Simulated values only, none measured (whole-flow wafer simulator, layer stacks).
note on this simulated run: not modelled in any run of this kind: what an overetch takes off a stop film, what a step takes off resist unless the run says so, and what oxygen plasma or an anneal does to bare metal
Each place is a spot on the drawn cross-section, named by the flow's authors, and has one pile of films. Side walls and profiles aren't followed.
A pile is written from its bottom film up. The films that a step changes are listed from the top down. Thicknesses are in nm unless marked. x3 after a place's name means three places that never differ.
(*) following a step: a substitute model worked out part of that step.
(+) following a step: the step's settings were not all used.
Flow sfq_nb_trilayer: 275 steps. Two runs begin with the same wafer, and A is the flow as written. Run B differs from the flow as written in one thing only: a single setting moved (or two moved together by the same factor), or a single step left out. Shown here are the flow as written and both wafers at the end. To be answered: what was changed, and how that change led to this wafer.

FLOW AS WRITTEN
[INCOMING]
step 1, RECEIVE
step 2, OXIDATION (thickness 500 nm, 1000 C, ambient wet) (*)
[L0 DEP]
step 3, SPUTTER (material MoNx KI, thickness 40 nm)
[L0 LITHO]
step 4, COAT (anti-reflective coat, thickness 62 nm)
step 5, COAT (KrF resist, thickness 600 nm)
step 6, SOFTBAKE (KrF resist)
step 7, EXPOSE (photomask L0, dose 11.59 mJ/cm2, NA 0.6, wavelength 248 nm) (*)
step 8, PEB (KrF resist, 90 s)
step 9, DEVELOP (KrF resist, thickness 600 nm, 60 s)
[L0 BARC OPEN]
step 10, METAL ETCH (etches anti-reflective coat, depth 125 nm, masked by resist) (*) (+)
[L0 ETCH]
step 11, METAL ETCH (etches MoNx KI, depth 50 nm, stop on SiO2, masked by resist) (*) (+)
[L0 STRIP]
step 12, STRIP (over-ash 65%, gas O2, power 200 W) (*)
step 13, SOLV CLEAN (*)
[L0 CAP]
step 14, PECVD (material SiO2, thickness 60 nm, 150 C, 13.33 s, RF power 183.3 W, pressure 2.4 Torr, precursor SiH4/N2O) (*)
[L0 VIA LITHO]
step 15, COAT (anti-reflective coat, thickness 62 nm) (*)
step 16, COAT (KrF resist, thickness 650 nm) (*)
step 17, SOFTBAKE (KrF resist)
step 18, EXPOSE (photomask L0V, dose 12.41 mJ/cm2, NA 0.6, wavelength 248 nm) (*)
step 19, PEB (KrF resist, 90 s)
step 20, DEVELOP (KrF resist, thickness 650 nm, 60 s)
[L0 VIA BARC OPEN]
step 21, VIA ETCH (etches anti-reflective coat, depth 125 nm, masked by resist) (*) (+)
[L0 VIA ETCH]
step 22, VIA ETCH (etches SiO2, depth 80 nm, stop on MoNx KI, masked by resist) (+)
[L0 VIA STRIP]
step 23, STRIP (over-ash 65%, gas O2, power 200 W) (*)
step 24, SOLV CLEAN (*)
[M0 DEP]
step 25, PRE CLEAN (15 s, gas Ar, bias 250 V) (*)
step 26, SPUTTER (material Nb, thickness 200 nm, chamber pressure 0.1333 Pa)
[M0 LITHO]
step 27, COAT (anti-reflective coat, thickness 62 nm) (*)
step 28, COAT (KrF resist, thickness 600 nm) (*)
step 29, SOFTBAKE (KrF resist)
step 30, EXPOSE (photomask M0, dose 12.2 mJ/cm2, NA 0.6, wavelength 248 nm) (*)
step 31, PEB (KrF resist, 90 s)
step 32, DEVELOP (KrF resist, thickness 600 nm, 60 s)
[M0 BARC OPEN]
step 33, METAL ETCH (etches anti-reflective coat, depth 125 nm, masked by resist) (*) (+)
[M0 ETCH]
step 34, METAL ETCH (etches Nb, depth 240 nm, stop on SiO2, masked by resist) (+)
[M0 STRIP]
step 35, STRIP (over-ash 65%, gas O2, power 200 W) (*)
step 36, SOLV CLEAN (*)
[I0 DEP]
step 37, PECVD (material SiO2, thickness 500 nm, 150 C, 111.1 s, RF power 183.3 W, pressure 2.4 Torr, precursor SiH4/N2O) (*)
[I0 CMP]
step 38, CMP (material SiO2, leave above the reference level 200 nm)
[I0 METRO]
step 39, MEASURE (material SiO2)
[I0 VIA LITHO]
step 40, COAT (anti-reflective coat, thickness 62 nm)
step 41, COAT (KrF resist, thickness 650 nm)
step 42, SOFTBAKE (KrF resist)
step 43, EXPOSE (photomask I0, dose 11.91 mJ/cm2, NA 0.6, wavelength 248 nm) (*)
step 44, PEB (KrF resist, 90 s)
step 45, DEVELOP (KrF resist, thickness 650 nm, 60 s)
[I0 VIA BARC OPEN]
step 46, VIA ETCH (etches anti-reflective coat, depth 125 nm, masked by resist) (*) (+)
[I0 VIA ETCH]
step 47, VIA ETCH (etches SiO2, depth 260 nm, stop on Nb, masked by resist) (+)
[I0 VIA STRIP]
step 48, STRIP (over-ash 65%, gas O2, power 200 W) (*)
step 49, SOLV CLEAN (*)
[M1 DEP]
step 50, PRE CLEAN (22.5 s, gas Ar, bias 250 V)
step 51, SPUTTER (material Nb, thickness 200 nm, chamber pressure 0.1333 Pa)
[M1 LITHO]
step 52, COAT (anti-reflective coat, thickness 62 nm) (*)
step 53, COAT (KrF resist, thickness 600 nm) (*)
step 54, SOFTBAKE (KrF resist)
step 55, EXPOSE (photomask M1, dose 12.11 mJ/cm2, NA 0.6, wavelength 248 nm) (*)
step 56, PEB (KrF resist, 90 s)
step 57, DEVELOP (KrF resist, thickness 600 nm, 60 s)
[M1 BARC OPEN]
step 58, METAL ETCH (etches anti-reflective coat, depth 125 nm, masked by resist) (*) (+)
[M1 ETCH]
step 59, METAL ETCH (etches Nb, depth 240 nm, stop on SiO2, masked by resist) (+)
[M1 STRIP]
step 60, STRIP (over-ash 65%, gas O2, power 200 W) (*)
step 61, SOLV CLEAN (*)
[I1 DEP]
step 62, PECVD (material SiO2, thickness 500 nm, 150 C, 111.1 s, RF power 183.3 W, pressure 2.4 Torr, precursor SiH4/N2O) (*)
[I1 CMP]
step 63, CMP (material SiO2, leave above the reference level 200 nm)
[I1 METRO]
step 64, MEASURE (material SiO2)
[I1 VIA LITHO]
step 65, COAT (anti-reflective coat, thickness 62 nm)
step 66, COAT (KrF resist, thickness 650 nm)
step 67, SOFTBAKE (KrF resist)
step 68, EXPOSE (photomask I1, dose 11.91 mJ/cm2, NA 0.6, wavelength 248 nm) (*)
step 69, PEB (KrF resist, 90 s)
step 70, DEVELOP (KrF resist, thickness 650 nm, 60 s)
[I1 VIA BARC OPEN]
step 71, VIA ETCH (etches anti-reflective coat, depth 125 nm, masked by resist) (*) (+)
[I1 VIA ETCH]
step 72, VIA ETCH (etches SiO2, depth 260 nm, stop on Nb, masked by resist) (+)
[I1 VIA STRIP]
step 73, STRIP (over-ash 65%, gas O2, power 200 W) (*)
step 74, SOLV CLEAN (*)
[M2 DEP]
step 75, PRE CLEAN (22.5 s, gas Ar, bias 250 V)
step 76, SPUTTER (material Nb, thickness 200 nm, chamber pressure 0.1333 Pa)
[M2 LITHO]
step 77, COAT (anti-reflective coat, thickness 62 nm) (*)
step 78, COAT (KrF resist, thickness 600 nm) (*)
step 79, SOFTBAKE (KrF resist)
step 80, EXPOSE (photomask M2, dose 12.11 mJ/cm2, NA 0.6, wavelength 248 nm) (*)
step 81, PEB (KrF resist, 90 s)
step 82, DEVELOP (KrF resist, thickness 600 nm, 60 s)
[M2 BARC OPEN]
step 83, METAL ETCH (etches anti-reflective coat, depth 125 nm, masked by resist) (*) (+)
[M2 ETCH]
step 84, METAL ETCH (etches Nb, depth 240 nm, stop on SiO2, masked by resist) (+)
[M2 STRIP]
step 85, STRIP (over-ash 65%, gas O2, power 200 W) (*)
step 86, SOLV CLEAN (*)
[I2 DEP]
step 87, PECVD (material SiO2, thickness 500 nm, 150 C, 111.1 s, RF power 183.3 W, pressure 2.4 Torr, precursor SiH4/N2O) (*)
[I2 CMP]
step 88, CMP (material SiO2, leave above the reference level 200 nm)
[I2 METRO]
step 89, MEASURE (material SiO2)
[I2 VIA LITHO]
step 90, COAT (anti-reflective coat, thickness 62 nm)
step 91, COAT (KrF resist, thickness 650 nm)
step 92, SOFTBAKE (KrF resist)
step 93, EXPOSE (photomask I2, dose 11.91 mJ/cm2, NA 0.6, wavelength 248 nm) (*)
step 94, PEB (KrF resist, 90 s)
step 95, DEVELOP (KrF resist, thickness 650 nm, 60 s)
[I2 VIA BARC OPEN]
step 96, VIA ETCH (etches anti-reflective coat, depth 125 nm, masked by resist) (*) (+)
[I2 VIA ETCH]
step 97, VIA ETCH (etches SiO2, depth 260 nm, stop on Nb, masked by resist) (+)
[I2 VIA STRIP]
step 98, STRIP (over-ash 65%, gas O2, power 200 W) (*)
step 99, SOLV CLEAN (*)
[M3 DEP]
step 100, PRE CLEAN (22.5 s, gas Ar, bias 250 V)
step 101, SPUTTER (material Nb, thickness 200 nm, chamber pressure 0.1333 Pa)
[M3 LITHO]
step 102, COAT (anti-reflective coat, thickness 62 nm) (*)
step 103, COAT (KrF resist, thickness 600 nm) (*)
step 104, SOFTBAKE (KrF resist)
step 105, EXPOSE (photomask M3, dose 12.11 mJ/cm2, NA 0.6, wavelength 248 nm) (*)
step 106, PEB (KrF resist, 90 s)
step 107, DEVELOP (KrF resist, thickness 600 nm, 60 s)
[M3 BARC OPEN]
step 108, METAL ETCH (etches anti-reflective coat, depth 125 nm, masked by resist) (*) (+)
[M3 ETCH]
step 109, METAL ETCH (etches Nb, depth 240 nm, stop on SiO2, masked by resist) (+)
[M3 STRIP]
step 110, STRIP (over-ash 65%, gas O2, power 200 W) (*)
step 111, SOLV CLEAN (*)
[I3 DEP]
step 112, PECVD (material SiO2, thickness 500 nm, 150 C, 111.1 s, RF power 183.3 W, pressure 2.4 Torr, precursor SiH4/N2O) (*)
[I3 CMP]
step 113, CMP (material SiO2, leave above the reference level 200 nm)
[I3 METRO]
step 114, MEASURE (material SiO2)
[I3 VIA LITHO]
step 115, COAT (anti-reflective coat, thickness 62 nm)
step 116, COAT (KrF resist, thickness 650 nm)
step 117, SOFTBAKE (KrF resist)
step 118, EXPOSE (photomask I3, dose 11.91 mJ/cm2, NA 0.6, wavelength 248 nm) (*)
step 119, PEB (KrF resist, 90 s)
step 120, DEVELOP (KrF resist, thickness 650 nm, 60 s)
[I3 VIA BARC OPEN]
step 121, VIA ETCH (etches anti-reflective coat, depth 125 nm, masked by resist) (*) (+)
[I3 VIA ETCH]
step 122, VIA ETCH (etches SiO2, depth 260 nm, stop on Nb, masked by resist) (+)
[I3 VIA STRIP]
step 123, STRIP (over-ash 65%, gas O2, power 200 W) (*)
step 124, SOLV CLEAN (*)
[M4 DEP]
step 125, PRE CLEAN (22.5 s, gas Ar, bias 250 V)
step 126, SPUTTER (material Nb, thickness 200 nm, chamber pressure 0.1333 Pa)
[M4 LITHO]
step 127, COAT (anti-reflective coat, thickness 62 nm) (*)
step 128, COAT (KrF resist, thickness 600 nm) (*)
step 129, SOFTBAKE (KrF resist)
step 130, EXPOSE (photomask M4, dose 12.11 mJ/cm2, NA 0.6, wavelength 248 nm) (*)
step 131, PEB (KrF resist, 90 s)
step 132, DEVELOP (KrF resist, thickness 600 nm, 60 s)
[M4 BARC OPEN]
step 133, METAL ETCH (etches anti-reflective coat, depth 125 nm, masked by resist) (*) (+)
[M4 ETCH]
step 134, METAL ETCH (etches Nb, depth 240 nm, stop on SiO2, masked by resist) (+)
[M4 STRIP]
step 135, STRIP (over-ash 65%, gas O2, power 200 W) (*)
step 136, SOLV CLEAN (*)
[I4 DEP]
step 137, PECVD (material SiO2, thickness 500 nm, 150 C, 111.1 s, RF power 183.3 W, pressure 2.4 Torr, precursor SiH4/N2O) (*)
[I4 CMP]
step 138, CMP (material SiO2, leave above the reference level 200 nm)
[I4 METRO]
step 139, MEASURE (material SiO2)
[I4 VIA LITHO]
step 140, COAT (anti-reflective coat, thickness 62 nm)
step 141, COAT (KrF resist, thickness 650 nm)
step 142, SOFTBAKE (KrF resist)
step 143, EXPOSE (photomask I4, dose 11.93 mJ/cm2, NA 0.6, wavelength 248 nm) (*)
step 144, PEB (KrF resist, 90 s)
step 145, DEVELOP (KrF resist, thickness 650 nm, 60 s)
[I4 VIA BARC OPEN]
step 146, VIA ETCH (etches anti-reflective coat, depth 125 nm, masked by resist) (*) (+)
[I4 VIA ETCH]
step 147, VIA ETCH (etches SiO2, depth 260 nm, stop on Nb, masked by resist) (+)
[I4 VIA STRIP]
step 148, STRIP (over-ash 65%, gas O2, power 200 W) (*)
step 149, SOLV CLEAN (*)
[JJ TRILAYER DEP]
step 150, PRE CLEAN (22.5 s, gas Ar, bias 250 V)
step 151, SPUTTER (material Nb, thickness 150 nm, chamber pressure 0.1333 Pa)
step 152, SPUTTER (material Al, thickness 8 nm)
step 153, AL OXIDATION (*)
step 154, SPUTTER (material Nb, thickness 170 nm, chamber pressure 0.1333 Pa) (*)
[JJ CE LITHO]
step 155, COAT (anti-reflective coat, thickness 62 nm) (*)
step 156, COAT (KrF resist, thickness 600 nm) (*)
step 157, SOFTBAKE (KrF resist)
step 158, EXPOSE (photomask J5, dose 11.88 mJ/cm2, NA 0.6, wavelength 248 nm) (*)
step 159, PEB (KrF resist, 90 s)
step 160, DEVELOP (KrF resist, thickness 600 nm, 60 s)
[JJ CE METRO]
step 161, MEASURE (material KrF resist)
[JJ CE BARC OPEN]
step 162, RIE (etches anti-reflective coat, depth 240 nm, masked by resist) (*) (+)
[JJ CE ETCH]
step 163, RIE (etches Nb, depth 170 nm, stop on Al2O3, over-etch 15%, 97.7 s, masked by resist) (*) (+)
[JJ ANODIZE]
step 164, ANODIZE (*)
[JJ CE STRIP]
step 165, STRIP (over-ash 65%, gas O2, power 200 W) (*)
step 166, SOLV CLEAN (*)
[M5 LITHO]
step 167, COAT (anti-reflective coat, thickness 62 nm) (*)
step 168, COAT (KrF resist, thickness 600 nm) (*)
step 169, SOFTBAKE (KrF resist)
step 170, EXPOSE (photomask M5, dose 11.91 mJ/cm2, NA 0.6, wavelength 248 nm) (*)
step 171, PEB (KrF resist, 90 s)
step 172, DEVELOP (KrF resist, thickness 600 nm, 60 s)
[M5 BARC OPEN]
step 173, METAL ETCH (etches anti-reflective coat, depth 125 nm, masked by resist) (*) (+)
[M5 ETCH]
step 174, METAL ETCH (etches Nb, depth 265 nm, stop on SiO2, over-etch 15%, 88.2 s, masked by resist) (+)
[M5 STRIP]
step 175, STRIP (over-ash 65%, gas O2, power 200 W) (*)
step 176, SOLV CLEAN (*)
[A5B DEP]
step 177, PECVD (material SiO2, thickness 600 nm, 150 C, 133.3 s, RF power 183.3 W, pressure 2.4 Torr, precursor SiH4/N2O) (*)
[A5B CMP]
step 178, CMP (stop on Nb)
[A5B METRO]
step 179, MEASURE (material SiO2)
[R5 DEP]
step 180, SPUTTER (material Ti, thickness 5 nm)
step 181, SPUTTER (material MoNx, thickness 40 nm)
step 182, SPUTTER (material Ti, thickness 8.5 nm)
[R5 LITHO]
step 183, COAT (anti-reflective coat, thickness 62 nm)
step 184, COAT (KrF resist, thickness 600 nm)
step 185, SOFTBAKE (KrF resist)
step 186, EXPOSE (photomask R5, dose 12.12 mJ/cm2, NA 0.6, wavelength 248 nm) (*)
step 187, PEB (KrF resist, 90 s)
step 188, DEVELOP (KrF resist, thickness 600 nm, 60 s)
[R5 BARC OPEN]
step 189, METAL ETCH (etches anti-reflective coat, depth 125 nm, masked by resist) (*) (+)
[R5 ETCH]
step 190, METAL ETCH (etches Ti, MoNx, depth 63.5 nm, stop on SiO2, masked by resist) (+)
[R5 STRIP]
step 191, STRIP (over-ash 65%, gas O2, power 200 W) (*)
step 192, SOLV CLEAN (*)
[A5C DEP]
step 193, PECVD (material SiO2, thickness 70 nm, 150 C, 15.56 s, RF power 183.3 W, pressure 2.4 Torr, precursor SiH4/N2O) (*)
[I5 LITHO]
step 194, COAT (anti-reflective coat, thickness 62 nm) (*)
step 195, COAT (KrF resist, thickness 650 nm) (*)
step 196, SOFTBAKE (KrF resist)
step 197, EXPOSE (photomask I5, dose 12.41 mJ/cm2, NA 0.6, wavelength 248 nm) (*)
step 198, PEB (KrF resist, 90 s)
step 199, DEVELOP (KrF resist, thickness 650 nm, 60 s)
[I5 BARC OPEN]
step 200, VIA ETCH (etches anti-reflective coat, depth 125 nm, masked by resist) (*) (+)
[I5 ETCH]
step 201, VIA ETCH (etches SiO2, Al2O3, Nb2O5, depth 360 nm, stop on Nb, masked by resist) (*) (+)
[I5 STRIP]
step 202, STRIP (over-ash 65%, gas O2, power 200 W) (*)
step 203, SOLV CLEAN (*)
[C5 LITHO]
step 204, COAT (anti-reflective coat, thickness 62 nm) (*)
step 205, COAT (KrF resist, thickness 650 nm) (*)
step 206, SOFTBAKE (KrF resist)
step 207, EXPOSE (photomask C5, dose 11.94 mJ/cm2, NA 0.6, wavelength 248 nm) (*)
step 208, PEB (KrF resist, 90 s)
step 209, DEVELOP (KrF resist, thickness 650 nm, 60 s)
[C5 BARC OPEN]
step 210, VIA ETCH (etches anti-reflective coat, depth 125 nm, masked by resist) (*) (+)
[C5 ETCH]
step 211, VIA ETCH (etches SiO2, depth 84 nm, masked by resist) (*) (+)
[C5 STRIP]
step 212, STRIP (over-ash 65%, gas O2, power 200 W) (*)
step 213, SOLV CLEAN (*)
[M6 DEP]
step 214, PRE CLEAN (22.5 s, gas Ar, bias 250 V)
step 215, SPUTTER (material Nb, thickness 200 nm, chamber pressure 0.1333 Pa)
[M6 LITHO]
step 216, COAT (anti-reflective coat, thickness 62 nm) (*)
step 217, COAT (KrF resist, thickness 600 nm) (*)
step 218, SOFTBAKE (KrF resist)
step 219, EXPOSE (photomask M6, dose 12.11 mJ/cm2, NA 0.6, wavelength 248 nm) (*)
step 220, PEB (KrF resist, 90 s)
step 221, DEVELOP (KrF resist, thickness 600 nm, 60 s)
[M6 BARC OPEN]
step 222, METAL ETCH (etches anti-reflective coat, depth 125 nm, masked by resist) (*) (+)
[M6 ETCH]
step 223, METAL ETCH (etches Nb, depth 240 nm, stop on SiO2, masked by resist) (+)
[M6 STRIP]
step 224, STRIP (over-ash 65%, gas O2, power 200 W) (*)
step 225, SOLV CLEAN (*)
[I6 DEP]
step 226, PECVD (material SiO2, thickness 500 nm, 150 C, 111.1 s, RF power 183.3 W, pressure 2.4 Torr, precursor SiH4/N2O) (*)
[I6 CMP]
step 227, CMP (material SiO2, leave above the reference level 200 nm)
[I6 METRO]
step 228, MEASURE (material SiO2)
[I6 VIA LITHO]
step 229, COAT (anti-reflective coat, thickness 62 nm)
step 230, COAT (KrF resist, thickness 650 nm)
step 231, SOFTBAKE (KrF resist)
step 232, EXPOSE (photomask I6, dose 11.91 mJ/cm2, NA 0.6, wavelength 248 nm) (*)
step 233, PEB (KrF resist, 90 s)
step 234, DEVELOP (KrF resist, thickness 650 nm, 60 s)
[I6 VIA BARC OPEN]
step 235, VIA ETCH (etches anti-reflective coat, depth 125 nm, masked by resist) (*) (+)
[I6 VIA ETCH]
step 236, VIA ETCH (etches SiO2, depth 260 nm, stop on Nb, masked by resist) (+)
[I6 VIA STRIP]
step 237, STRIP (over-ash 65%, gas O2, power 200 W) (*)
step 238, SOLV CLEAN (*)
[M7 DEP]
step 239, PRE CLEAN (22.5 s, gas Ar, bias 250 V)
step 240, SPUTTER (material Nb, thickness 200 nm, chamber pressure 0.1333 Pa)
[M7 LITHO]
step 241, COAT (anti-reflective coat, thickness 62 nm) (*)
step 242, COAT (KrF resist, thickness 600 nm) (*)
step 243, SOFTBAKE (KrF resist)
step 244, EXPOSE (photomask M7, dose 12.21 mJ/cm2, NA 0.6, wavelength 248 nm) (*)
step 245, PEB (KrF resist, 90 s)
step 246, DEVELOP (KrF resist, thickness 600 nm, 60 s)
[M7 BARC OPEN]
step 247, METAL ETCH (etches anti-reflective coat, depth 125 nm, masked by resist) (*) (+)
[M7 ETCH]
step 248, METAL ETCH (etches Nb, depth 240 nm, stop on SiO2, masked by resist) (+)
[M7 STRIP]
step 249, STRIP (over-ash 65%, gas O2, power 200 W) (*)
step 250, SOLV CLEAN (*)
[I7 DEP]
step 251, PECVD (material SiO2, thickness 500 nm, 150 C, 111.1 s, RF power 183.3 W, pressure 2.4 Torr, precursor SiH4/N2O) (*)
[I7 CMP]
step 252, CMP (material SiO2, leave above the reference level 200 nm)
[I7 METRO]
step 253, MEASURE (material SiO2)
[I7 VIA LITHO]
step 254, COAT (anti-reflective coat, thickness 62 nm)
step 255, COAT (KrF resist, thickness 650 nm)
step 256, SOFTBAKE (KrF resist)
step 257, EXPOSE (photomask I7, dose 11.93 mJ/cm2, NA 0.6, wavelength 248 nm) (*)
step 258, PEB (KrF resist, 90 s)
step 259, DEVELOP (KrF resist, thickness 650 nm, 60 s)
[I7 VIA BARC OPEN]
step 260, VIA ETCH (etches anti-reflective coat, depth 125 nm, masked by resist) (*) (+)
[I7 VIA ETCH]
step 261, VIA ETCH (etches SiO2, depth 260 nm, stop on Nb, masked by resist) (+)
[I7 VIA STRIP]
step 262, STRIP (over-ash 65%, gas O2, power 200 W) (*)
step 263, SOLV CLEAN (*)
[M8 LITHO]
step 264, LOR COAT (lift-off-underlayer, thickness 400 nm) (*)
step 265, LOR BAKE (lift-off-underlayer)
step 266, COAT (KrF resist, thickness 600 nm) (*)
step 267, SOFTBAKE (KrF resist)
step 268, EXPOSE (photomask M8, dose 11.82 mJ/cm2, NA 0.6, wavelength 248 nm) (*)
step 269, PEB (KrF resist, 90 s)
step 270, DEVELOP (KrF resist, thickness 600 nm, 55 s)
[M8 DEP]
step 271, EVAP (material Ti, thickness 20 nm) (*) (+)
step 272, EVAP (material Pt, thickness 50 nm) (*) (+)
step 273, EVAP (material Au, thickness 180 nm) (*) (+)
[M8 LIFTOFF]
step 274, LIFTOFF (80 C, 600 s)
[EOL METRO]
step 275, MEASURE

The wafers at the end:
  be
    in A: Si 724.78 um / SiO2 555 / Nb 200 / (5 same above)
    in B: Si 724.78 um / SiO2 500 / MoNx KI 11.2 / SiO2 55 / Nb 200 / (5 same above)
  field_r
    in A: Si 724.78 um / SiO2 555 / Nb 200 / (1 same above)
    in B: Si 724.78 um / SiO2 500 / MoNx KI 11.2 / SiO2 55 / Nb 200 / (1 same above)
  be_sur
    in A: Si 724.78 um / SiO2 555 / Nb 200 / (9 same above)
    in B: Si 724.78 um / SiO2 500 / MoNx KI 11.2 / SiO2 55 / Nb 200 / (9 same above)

Cause: step 3, SPUTTER: thickness 61.2 nm was run, while the flow as written has thickness 40 nm.

The path from the change to this, step by step:
  step 3, SPUTTER (material MoNx KI, thickness 40 nm)
      field_l, v_sur, via_wl and 103 more: A +40 MoNx KI (new film) | B +61.2 MoNx KI (new film)
  step 11, METAL ETCH (etches MoNx KI, depth 50 nm, stop on SiO2, masked by resist) (*) (+)
      v_sur, via_wl, via_w and 97 more: A -40 MoNx KI (all of it) | B -50 MoNx KI
  step 14, PECVD (material SiO2, thickness 60 nm, 150 C, 13.33 s, RF power 183.3 W, pressure 2.4 Torr, precursor SiH4/N2O) (*)
      v_sur, via_wl, via_w and 97 more: A +60 SiO2 | B +60 SiO2 (new film)
  step 15, COAT (anti-reflective coat, thickness 62 nm) (*)
      field_l: A +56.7 anti-reflective coat (new film) | B +55.5 anti-reflective coat (new film)
      v_sur: A +72.2 anti-reflective coat (new film) | B +74.9 anti-reflective coat (new film)
      (as well as at 2 more places)
  step 23, STRIP (over-ash 65%, gas O2, power 200 W) (*)
      field_l: A -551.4 KrF resist (all of it), -56.7 anti-reflective coat (all of it) | B -549.3 KrF resist (all of it), -55.5 anti-reflective coat (all of it)
      v_sur: A -570.5 KrF resist (all of it), -72.2 anti-reflective coat (all of it) | B -573.1 KrF resist (all of it), -74.9 anti-reflective coat (all of it)
      (as well as at 2 more places)
  step 27, COAT (anti-reflective coat, thickness 62 nm) (*)
      v_sur: A +72.3 anti-reflective coat (new film) | B +75.1 anti-reflective coat (new film)
      l0_sur: A +47.5 anti-reflective coat (new film) | B +46.5 anti-reflective coat (new film)
      (as well as at 1 more place)
  step 35, STRIP (over-ash 65%, gas O2, power 200 W) (*)
      v_sur: A -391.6 KrF resist (all of it), -72.3 anti-reflective coat (all of it) | B -393.9 KrF resist (all of it), -75.1 anti-reflective coat (all of it)
      l0_sur: A -372 KrF resist (all of it), -47.5 anti-reflective coat (all of it) | B -369.2 KrF resist (all of it), -46.5 anti-reflective coat (all of it)
      (as well as at 1 more place)
  step 38, CMP (material SiO2, leave above the reference level 200 nm)
      field_l, l0_sur, l0r_line_l, l0r_line_c, l0r_line_r: A -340 SiO2 | B -350 SiO2
      l0v: A -277.8 SiO2 | B -287.8 SiO2
If metal films that touch count as one body, be has 4 bodies (between them, from the top down: SiO2 503.2; SiO2 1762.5; SiO2 55); the flow as written gives 3 bodies (between them, from the top down: SiO2 503.2; SiO2 1762.5).
If metal films that touch count as one body, field_r has 2 bodies (between them, from the top down: SiO2 55); the flow as written gives 1 body.
If metal films that touch count as one body, be_sur has 5 bodies (between them, from the top down: SiO2 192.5; SiO2 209 / Al2O3 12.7 / Nb2O5 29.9; SiO2 1762.5; SiO2 55); the flow as written gives 4 bodies (between them, from the top down: SiO2 192.5; SiO2 209 / Al2O3 12.7 / Nb2O5 29.9; SiO2 1762.5).
